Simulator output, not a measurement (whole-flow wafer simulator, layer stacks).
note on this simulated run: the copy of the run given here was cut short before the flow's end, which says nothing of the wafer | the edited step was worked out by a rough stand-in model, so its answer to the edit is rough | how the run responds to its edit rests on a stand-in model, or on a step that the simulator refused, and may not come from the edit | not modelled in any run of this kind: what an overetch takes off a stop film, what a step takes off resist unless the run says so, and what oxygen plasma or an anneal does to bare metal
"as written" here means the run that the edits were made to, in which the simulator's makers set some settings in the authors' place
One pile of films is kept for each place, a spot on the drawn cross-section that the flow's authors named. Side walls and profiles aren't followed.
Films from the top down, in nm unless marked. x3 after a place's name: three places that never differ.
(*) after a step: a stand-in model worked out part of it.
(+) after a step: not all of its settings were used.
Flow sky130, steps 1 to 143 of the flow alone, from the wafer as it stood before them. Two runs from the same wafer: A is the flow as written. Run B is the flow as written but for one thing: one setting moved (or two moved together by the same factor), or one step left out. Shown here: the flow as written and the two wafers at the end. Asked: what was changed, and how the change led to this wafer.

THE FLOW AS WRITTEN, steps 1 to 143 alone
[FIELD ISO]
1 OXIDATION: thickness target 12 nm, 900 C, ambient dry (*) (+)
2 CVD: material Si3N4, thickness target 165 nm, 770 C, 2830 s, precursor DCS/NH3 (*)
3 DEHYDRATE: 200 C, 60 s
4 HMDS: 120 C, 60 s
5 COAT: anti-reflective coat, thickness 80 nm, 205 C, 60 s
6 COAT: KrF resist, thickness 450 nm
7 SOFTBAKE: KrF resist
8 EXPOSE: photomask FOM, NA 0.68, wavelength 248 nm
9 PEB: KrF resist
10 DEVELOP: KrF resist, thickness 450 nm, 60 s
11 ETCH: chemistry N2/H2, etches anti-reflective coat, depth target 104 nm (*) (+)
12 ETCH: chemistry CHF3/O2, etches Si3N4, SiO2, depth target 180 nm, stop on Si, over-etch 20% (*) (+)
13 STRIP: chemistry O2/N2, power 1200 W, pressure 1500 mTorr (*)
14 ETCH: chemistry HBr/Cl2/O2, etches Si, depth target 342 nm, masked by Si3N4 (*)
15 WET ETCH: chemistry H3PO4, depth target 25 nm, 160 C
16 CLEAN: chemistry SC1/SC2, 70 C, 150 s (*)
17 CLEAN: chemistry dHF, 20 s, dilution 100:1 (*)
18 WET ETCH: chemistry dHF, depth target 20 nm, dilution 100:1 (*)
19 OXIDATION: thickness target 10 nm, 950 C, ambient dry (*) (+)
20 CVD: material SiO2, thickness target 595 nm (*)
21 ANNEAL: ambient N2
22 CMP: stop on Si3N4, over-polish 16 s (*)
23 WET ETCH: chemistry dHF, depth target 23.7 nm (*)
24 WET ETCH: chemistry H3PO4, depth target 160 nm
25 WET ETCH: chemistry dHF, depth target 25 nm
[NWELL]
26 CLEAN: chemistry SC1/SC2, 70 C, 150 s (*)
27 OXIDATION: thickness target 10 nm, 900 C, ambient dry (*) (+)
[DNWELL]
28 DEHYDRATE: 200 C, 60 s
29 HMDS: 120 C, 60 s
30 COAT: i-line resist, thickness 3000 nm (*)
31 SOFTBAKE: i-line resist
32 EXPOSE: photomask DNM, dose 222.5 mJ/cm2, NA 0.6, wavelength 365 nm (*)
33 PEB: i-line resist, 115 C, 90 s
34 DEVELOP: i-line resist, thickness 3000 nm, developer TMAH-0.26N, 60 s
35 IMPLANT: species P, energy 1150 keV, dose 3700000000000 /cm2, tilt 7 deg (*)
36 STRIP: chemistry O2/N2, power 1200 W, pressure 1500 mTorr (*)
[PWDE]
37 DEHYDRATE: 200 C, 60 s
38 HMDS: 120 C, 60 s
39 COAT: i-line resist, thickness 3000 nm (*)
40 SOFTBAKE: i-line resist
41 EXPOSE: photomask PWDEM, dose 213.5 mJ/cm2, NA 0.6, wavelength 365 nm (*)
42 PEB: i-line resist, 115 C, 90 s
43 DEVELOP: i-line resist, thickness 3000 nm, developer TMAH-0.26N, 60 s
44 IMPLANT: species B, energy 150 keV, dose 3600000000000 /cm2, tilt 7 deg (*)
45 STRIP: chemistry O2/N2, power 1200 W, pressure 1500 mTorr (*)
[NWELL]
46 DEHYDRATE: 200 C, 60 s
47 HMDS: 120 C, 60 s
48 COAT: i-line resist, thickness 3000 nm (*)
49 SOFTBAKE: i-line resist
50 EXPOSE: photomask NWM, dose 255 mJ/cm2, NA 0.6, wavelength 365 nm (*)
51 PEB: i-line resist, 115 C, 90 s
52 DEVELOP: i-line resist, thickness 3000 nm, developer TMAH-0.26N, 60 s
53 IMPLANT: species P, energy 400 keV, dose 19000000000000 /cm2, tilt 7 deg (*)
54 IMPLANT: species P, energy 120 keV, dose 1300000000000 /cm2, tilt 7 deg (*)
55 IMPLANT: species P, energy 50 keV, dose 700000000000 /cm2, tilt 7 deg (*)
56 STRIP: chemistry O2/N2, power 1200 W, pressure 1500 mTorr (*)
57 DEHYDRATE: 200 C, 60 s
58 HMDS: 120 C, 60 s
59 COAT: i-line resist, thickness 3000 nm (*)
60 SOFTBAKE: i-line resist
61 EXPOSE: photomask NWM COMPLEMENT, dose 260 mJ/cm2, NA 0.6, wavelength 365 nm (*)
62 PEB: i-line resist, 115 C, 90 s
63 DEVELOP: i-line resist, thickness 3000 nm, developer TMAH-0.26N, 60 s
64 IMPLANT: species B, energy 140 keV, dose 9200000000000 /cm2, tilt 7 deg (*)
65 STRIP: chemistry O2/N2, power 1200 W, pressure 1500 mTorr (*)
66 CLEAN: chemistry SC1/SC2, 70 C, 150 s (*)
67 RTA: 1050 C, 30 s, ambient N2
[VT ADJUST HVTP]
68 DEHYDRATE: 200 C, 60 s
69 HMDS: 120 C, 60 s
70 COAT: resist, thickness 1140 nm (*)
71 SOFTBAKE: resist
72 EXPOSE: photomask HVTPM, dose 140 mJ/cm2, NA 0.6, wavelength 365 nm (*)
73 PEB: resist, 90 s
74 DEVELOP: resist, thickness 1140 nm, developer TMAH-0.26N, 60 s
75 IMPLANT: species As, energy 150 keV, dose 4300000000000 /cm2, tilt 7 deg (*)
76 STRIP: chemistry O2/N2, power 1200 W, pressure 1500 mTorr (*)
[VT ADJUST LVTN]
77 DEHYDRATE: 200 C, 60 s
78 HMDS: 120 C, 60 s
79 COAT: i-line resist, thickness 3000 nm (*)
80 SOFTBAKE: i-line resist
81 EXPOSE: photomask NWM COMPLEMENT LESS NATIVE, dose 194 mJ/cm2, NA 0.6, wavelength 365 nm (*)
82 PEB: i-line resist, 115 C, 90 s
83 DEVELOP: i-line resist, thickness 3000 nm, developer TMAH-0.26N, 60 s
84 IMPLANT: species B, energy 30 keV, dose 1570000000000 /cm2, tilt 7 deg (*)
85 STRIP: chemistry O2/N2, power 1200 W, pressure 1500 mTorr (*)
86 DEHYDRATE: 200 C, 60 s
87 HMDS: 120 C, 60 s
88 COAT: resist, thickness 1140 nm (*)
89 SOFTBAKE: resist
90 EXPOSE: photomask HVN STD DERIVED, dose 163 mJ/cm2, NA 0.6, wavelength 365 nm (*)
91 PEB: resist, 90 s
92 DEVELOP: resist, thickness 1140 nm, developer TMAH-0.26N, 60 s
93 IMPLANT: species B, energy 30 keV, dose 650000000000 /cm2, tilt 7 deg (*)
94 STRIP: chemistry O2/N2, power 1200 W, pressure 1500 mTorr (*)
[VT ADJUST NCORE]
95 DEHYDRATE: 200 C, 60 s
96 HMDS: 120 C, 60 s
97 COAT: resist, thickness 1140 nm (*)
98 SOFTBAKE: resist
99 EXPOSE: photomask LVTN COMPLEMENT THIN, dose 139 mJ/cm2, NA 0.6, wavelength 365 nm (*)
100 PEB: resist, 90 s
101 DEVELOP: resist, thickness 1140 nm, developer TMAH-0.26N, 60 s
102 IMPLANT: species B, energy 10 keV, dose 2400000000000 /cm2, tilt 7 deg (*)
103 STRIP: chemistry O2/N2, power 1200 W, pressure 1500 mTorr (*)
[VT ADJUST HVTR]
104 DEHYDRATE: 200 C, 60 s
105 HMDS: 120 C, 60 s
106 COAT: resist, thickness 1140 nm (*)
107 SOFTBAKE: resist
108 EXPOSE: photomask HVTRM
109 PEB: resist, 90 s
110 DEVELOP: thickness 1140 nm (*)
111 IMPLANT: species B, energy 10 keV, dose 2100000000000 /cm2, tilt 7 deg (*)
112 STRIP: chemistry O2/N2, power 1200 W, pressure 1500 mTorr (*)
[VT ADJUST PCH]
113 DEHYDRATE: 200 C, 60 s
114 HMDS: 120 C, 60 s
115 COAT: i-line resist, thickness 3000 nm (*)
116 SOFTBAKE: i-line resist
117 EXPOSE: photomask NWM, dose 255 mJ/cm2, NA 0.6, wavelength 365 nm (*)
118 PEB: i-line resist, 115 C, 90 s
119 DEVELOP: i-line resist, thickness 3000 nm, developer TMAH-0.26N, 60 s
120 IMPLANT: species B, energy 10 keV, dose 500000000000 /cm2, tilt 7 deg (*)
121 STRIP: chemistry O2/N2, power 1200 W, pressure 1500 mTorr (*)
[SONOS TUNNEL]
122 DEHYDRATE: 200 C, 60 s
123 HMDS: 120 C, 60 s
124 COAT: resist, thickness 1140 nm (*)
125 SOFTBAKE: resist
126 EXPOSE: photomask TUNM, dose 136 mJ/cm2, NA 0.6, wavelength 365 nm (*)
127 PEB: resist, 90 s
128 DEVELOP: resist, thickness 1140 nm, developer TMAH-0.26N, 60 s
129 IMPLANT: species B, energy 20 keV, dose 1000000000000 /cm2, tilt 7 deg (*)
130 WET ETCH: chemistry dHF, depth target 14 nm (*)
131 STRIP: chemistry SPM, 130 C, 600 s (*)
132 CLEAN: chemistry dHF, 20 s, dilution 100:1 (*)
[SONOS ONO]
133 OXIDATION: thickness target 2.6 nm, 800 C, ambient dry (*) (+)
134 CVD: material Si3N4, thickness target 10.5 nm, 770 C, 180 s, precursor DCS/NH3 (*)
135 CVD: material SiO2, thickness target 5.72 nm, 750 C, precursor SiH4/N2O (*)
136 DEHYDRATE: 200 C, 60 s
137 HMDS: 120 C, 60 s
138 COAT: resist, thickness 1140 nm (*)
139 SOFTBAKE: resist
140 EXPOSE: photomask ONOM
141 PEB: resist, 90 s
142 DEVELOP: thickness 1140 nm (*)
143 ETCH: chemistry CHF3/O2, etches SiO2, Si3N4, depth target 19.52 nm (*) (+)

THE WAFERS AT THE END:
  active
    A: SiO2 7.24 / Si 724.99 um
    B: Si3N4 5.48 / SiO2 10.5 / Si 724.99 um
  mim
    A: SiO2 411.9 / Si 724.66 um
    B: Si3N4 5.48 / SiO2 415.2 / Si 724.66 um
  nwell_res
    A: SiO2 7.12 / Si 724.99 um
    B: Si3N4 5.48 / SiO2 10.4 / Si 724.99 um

The cause: step 143, ETCH: depth target 10.74 nm was run, where the flow has depth target 19.52 nm.

How the change led to this, step by step:
  143 ETCH: chemistry CHF3/O2, etches SiO2, Si3N4, depth target 19.52 nm (*) (+)
      field, active, p_well x5 and 179 more: A SiO2 -5.72 (all of it), Si3N4 -10.5 (all of it), SiO2 -3.3 | B SiO2 -5.72 (all of it), Si3N4 -5.02
      n_well, sonos_sd: A SiO2 -5.72 (all of it), Si3N4 -10.5 (all of it), SiO2 -2.6 (all of it), Si -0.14 | B SiO2 -5.72 (all of it), Si3N4 -5.02
      (and at 2 more places)
